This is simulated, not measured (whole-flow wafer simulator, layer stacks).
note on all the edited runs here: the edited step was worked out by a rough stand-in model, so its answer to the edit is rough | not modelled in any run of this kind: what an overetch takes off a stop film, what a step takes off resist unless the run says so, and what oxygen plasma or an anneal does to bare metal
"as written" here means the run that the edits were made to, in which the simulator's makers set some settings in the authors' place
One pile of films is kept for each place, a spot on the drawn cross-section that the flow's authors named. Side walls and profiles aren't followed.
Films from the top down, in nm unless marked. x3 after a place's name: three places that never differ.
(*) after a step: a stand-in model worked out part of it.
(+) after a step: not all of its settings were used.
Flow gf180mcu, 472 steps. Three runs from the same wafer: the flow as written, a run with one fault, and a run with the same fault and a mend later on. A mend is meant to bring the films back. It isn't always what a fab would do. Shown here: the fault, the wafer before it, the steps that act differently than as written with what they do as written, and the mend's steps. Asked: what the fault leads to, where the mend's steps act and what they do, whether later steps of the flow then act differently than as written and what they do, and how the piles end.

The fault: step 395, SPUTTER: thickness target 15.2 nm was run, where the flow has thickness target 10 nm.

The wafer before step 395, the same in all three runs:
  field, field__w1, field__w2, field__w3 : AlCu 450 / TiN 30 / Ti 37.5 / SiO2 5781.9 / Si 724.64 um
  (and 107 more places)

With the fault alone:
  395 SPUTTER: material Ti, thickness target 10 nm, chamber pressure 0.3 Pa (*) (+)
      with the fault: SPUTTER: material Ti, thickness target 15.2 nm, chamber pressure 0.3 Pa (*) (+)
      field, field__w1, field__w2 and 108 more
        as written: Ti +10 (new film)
        with the fault: Ti +15.2 (new film)
  Later steps of the flow that act differently than as written (1 more step differs only slightly, by at most 2% or 0.5 nm, whichever is larger, and isn't shown):
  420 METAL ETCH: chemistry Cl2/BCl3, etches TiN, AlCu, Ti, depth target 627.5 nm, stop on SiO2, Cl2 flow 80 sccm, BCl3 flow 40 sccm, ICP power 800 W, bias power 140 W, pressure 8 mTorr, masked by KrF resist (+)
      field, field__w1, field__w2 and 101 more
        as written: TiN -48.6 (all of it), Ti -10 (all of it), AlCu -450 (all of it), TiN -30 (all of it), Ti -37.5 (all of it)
        with the fault: TiN -48.6 (all of it), Ti -15.2 (all of it), AlCu -450 (all of it), TiN -30 (all of it), Ti -37.5 (all of it)
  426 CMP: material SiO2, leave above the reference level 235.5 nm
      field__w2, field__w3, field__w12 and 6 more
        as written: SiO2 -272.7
        with the fault: SiO2 -267.2
  At the end the piles differ from the flow's by more than 2% or 0.5 nm, whichever is larger, at field__w4, field__w8, contact, m1, m1__w1, mim, mim_1p0, m1_nw.
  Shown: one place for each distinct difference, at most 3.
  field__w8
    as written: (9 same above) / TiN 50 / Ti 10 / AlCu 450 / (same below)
    with the fault: (9 same above) / TiN 50 / Ti 15.2 / AlCu 450 / (same below)
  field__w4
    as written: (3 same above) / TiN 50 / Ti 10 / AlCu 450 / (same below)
    with the fault: (3 same above) / TiN 50 / Ti 15.2 / AlCu 450 / (same below)
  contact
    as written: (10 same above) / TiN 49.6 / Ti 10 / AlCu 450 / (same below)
    with the fault: (10 same above) / TiN 49.6 / Ti 15.2 / AlCu 450 / (same below)

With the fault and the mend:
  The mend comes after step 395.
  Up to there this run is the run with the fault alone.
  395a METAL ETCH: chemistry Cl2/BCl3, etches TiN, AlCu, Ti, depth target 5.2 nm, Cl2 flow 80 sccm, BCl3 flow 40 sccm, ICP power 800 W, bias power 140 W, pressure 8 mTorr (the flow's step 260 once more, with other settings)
      field, field__w1, field__w2 and 108 more
        Ti -5.2
  No later step of the flow acts differently than as written at any place that is followed.
  At the end the piles are the same as the flow's at every place that both follow.
